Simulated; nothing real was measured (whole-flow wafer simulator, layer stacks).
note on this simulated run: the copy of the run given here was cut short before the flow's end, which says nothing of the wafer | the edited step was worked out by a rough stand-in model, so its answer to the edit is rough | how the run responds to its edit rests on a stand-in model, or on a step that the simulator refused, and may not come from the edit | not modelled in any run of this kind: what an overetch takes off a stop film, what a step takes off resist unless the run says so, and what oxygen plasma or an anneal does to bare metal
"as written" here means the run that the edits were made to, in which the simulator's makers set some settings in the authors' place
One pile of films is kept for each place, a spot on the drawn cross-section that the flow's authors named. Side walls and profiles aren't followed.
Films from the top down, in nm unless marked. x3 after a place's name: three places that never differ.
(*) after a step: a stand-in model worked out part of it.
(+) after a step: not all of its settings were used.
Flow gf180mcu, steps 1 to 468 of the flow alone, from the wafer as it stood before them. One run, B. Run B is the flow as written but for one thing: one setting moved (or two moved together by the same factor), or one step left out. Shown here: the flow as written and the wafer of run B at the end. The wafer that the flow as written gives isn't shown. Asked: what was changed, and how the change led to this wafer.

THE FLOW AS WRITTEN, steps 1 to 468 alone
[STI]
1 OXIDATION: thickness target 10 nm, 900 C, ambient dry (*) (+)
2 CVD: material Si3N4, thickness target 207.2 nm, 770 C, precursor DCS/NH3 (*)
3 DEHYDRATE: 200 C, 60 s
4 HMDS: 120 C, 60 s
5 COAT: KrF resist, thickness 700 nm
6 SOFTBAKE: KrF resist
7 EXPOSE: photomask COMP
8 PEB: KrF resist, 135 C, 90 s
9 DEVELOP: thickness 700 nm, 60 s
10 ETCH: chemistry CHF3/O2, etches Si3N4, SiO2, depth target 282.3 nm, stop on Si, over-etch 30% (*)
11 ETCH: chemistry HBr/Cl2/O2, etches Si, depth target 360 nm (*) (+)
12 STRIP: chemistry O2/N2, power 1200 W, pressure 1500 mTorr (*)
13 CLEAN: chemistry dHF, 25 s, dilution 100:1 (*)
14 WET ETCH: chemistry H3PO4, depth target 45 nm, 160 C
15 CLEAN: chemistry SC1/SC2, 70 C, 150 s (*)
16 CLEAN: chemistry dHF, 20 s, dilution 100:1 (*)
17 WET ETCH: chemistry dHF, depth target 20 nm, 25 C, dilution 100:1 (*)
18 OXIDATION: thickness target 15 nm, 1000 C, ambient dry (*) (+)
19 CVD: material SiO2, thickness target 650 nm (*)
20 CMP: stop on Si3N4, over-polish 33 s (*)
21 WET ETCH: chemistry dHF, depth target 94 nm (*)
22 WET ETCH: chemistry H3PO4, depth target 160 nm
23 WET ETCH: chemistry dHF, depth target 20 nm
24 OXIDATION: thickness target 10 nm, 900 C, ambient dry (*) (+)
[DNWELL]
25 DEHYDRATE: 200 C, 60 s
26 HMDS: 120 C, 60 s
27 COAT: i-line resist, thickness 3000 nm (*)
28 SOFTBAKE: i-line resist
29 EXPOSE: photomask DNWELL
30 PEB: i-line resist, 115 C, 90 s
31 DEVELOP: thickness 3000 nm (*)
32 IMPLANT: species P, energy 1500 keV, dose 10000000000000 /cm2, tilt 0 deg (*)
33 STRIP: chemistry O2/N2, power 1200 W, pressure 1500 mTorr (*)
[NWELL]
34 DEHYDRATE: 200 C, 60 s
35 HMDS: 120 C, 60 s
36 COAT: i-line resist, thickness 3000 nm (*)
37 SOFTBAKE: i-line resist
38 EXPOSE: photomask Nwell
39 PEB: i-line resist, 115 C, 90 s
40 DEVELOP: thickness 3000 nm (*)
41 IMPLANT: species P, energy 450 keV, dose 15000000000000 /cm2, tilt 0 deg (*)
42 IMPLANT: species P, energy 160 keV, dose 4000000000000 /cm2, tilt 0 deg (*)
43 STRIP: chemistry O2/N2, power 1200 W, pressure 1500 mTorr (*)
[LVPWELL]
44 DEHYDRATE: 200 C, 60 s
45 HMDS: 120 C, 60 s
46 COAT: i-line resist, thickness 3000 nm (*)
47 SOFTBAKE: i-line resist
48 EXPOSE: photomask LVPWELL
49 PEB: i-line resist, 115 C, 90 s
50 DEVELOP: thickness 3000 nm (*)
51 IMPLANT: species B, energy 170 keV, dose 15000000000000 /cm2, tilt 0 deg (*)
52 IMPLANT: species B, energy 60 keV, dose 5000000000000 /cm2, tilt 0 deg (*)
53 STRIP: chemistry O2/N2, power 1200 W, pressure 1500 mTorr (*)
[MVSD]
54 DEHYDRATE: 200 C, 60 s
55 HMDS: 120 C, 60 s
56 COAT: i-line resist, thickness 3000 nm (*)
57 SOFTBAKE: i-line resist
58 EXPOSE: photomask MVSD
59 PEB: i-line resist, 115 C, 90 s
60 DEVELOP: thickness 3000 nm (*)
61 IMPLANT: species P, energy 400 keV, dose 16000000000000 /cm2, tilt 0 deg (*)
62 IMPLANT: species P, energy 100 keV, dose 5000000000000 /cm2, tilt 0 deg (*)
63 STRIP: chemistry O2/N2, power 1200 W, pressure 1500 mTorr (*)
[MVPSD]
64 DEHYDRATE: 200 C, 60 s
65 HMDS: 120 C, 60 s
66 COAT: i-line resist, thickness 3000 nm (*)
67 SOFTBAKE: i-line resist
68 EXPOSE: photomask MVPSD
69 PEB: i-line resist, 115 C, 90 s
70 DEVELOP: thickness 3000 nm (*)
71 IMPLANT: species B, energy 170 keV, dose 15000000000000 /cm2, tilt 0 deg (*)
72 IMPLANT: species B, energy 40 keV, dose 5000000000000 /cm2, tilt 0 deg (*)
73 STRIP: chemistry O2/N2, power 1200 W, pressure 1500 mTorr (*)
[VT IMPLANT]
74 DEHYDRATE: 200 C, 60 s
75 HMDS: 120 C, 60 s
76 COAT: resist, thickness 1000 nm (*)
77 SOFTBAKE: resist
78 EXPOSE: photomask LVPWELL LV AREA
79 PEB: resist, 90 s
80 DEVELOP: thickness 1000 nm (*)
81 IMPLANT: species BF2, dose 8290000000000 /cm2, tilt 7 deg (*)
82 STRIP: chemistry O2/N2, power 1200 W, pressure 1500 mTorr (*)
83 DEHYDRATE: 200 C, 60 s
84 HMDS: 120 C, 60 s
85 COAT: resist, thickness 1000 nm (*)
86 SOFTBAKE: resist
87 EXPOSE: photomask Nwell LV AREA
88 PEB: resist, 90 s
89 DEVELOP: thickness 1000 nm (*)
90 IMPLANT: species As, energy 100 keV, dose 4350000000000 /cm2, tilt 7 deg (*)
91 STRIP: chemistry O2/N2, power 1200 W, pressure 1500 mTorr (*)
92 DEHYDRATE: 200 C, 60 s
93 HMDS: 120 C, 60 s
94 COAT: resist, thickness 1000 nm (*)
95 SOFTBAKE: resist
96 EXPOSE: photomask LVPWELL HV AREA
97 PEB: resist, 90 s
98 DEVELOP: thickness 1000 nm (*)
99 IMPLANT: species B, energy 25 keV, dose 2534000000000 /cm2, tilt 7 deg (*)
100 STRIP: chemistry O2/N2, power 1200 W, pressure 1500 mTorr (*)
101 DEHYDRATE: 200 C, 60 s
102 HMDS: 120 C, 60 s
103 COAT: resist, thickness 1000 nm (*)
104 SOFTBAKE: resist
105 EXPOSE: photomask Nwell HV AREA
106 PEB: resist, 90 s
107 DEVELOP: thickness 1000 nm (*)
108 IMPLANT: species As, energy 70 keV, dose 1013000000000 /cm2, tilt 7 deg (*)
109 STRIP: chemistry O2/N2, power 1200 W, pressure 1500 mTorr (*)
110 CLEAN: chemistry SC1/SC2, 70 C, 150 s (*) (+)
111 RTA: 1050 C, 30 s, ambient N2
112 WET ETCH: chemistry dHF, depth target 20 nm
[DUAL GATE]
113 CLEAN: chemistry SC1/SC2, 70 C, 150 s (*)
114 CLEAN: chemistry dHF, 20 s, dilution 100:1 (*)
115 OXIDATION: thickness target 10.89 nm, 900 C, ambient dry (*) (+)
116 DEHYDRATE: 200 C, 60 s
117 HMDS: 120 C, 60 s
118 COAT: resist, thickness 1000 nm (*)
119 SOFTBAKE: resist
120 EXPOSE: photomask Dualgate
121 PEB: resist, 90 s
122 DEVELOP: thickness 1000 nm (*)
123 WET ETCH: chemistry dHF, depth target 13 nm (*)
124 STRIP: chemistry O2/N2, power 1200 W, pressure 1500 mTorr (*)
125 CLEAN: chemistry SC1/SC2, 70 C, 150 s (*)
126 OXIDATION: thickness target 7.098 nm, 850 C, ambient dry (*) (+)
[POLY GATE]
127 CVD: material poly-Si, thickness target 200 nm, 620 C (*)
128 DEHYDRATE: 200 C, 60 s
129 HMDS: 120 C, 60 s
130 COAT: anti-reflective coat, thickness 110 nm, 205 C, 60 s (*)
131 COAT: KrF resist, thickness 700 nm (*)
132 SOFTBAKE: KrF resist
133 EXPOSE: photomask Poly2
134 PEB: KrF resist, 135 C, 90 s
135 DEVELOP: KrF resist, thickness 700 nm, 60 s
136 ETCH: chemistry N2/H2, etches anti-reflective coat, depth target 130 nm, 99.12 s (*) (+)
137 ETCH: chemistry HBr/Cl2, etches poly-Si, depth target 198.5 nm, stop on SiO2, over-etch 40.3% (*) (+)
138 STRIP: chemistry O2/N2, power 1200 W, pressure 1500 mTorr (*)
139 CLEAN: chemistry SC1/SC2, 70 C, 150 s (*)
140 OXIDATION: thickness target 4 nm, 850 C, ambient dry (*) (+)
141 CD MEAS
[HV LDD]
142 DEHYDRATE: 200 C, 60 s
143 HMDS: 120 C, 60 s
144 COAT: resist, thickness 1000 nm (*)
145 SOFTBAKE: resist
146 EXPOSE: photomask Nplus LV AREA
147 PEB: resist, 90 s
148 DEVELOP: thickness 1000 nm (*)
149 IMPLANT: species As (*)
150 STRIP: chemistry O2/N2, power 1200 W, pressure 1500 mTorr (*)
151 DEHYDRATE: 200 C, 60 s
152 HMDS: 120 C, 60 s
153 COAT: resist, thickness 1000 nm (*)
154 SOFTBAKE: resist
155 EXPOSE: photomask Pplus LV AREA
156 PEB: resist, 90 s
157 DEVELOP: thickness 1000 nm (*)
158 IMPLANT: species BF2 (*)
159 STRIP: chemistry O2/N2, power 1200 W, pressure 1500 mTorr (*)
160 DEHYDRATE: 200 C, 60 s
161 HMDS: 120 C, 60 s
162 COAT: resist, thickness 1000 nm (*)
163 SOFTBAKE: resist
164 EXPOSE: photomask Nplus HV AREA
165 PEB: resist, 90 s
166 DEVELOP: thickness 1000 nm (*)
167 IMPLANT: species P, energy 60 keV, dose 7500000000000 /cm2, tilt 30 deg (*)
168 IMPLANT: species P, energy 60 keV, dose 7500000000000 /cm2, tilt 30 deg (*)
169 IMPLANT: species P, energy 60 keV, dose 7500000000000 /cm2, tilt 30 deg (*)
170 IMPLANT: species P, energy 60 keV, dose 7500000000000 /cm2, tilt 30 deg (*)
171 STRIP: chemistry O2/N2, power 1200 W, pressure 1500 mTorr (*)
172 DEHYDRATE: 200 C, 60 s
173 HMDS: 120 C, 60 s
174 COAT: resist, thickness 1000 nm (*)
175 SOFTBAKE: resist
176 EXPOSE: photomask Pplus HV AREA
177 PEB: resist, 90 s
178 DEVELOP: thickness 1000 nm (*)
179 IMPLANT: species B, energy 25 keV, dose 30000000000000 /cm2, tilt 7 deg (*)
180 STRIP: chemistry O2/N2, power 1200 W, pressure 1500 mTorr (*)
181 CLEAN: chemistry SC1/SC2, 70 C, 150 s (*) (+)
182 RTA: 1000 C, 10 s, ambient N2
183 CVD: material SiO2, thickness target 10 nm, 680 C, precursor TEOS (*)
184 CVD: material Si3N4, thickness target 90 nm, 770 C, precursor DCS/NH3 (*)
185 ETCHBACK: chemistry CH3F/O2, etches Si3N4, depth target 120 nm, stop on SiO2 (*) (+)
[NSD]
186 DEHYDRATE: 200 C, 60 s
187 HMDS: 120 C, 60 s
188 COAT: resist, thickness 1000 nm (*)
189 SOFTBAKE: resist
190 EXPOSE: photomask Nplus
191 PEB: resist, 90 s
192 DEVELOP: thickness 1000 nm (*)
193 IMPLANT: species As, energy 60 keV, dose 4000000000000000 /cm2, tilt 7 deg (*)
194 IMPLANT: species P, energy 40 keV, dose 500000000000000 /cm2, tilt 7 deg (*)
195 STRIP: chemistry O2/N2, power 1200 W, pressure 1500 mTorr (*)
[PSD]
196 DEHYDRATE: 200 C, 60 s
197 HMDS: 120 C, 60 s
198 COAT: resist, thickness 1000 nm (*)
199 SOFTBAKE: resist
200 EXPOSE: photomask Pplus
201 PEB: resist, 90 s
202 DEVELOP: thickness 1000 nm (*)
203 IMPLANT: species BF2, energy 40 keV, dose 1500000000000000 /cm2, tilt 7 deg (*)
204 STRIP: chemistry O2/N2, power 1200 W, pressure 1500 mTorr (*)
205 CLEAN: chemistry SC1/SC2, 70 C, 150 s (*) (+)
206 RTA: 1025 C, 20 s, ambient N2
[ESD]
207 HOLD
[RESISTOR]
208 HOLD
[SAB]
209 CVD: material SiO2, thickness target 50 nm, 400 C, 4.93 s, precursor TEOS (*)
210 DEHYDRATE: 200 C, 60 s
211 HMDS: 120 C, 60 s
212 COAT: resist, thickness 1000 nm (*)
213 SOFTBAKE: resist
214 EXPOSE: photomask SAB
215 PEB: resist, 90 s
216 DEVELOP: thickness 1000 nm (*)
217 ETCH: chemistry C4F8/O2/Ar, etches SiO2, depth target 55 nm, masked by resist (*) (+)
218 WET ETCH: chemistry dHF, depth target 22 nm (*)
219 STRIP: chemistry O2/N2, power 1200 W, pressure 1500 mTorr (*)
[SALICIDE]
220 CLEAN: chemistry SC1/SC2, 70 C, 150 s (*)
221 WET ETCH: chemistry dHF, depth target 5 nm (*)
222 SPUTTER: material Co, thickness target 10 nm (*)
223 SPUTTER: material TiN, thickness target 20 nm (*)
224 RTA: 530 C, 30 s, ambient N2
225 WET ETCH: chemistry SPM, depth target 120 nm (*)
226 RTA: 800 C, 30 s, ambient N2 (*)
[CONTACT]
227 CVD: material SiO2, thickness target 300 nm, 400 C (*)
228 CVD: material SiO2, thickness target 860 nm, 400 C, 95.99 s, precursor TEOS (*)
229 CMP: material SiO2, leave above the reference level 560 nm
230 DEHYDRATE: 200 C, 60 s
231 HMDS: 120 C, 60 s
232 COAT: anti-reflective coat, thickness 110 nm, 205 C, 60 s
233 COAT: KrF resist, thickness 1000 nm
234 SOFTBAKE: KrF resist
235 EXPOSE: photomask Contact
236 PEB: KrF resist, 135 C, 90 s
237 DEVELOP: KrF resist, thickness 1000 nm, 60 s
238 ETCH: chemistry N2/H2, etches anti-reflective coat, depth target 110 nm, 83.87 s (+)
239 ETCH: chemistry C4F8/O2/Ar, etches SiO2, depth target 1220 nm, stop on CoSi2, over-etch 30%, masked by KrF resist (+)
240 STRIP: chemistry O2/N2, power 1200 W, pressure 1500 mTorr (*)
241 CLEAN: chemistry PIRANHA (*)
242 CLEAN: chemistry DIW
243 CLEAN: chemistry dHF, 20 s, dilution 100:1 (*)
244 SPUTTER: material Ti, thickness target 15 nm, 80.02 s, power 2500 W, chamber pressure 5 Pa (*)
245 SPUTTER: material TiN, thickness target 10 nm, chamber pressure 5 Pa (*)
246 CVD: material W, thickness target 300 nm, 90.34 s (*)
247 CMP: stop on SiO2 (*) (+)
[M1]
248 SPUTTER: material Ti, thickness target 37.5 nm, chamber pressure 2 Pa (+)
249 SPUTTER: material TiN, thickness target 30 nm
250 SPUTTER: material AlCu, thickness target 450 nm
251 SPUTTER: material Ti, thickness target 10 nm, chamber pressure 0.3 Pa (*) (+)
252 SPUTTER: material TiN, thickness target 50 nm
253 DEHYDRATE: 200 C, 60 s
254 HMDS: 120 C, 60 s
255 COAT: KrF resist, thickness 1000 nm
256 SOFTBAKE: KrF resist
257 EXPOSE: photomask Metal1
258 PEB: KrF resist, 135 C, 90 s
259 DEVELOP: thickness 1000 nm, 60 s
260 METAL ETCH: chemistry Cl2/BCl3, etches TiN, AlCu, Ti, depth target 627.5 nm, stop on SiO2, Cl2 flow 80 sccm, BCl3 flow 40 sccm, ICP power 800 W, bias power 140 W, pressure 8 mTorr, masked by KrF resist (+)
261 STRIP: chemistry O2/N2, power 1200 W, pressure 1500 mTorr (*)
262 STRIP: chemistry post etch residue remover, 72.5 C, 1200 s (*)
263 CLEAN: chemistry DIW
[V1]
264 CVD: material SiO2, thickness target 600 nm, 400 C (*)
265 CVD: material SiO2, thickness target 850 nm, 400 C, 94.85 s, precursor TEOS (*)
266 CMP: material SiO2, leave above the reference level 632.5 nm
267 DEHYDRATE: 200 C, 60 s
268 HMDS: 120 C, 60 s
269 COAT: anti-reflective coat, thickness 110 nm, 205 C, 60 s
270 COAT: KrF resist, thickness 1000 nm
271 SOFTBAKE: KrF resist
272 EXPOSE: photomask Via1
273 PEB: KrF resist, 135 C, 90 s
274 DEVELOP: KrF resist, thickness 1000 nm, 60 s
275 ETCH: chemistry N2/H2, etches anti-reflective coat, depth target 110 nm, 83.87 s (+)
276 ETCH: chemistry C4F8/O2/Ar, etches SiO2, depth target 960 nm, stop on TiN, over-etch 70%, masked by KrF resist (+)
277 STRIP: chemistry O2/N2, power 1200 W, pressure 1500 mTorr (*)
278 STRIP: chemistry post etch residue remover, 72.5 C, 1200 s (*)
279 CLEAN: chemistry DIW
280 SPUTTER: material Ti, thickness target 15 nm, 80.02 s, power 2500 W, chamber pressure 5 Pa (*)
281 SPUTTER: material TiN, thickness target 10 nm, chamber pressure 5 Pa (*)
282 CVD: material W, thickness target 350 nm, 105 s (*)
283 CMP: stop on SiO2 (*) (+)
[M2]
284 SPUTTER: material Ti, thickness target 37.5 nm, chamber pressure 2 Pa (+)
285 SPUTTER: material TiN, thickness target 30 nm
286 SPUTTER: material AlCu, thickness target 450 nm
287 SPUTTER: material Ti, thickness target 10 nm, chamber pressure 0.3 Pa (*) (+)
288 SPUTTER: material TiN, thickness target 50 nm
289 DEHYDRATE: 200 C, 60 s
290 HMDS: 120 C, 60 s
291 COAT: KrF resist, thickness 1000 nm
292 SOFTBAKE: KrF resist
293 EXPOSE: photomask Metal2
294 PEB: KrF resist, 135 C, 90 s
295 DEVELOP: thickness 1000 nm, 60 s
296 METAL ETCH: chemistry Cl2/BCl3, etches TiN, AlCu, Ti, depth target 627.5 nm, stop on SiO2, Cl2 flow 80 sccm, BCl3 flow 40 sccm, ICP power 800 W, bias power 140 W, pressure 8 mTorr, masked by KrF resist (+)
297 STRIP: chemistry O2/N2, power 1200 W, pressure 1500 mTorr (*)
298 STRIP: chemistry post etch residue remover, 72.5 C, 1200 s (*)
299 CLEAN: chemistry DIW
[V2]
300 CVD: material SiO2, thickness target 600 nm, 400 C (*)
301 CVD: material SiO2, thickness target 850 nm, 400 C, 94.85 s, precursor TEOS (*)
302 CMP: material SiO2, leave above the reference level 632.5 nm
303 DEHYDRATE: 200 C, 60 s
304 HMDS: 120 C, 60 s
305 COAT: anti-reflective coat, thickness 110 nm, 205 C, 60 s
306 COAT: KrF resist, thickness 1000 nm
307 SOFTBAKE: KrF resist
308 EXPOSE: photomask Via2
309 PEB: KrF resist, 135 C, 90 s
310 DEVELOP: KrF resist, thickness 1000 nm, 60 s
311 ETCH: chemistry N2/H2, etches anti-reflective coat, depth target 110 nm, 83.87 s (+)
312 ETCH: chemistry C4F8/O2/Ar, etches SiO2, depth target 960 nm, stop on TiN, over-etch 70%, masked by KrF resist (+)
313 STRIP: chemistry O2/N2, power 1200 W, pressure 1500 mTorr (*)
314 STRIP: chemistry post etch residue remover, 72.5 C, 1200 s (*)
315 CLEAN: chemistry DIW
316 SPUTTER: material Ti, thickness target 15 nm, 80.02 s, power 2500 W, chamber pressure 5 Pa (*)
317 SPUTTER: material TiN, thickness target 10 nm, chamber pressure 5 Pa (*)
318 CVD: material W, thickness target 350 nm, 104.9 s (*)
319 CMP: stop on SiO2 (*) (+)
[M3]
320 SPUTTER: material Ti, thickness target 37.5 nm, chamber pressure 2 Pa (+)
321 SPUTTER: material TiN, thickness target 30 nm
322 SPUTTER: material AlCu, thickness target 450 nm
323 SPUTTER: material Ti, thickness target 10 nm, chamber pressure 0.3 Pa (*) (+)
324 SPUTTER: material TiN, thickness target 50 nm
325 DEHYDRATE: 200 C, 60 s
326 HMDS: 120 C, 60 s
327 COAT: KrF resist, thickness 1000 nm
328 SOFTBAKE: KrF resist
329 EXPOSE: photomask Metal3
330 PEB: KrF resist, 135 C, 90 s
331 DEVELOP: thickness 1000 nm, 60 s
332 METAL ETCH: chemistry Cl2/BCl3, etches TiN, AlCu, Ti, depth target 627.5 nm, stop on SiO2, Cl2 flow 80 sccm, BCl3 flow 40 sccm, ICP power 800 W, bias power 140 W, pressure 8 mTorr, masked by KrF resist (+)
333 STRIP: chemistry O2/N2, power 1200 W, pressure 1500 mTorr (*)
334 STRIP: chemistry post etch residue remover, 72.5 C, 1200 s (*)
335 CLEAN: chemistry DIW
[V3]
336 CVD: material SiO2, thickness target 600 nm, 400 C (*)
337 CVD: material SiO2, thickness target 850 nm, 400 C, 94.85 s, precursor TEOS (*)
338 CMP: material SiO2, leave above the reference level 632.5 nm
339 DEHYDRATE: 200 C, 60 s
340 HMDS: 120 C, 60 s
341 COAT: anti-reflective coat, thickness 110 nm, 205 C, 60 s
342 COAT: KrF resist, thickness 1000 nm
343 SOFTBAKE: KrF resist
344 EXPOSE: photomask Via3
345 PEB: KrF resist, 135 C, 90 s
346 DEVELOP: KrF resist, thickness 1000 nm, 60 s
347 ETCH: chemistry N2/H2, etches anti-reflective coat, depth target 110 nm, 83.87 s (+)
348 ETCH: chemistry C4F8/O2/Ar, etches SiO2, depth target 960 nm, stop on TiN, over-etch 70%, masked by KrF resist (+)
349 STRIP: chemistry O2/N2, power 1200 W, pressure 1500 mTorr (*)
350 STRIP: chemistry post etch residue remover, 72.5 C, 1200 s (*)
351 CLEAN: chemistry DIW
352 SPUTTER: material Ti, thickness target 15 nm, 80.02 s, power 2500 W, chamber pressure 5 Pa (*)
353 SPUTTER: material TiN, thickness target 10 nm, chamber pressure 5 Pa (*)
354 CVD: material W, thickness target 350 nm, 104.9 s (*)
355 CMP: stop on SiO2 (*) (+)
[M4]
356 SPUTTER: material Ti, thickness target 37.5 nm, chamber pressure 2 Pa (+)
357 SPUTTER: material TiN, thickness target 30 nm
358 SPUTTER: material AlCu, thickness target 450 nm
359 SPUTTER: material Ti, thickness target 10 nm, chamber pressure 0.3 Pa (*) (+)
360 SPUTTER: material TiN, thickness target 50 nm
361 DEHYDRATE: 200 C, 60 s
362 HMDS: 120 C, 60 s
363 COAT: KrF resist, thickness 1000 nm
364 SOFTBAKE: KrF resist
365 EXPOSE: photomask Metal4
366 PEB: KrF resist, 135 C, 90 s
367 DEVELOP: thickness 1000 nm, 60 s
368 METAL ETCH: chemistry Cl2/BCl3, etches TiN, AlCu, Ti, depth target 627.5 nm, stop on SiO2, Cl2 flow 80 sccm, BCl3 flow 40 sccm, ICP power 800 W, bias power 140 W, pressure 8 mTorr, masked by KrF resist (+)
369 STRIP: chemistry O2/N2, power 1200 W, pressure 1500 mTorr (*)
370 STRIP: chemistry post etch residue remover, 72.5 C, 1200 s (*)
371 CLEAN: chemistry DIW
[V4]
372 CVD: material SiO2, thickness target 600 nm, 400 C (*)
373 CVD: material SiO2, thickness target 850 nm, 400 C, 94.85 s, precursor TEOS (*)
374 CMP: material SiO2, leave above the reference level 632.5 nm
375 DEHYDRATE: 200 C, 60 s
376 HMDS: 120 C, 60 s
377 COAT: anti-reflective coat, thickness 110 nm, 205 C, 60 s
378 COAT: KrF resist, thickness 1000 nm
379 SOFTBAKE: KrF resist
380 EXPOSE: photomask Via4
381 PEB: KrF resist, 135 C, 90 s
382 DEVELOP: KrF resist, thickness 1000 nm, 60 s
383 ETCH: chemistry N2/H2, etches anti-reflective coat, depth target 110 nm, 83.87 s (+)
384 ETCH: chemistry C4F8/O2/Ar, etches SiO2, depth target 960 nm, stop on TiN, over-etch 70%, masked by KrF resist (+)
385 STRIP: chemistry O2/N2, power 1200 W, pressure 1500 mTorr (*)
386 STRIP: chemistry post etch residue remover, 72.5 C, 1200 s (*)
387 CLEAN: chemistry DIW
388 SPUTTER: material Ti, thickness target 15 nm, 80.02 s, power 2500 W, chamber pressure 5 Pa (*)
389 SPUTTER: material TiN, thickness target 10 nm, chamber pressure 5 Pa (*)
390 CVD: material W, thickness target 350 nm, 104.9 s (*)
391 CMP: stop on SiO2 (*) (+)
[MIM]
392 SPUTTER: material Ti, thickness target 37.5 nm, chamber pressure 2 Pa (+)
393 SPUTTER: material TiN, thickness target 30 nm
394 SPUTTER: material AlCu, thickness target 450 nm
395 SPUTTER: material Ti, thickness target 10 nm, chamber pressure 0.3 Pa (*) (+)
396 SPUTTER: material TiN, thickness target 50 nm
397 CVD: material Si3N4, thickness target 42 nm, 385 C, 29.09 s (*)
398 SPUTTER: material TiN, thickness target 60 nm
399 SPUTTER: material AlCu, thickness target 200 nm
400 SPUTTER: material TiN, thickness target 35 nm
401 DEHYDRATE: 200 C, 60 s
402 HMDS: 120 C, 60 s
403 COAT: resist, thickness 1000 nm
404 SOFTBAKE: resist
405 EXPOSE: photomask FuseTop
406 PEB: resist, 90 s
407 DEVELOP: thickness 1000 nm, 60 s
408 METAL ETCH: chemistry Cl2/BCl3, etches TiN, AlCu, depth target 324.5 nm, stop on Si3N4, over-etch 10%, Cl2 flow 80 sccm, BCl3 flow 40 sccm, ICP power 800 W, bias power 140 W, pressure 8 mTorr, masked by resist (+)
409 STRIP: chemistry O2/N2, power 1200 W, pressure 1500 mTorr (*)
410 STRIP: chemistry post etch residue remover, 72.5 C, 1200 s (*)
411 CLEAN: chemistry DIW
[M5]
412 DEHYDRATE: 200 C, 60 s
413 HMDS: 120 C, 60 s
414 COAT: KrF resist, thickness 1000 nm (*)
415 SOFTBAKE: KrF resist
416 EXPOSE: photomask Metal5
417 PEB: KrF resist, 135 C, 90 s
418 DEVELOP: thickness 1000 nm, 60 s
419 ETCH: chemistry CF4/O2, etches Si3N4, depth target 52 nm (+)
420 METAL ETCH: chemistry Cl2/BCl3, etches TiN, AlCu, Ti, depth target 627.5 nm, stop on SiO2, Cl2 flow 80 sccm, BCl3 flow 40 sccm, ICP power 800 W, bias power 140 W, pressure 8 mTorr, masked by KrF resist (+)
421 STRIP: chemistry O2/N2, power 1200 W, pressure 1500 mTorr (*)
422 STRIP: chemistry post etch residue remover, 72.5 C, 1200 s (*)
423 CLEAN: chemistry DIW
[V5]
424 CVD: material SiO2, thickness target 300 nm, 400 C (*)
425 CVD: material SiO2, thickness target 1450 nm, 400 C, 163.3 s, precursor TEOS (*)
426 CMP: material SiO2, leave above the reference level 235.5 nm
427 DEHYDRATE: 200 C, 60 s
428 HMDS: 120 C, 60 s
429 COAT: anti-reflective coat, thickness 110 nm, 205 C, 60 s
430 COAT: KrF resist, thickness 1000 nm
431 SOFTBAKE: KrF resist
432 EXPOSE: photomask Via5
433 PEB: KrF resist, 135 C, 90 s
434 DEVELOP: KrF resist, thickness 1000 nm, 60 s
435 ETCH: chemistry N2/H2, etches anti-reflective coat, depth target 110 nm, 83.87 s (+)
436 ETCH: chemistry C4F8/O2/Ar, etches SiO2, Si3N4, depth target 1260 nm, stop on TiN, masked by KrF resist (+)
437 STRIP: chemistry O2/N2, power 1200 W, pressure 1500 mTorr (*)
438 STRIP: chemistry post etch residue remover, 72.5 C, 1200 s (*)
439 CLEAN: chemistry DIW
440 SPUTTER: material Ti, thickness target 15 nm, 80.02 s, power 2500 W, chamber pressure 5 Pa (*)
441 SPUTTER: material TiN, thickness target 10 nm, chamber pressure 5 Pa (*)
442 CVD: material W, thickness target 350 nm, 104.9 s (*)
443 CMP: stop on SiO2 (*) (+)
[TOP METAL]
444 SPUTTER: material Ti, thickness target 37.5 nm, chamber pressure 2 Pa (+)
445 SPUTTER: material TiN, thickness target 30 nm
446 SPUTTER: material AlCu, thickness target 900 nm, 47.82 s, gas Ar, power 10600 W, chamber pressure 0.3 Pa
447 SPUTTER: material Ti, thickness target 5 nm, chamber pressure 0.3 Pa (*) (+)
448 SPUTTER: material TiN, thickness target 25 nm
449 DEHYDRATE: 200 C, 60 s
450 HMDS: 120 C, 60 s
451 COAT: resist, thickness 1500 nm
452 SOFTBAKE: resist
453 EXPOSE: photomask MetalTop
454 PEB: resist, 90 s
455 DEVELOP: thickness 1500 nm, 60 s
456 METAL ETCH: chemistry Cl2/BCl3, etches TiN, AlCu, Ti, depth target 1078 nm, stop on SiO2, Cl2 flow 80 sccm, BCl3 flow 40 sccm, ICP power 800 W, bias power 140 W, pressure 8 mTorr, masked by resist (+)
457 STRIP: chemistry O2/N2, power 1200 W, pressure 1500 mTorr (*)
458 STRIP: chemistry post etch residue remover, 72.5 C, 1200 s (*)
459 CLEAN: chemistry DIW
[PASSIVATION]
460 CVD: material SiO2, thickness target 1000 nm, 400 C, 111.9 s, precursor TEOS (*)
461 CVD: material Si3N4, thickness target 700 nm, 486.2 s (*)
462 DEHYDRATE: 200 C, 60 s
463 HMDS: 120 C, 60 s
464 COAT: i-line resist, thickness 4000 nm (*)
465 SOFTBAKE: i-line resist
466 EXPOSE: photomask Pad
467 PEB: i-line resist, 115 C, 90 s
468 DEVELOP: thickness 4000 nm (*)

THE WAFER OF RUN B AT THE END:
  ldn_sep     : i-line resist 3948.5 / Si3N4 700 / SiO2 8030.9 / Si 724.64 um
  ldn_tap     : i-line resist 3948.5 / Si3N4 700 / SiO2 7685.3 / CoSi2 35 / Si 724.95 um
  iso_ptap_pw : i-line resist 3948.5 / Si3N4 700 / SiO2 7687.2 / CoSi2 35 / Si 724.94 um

The cause: step 460, CVD: 89.56 s was run, where the flow has 111.9 s.

How the change led to this, step by step:
  460 CVD: material SiO2, thickness target 1000 nm, 400 C, 111.9 s, precursor TEOS (*)
      field, field__w1, field__w2 and 103 more: SiO2 +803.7 (as written it would be: SiO2 +1000)
      field__w8, contact, m1, m1__w1, pad, m1_nw: SiO2 +803.7 (new film) (as written it would be: SiO2 +1000 (new film))
  465 SOFTBAKE: i-line resist
      field__w5, field__w9: i-line resist +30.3 (as written it would be: i-line resist +37.3)
      field__w11, field__w13: i-line resist +31.3 (as written it would be: i-line resist +37.9)
      (and at 57 more places)
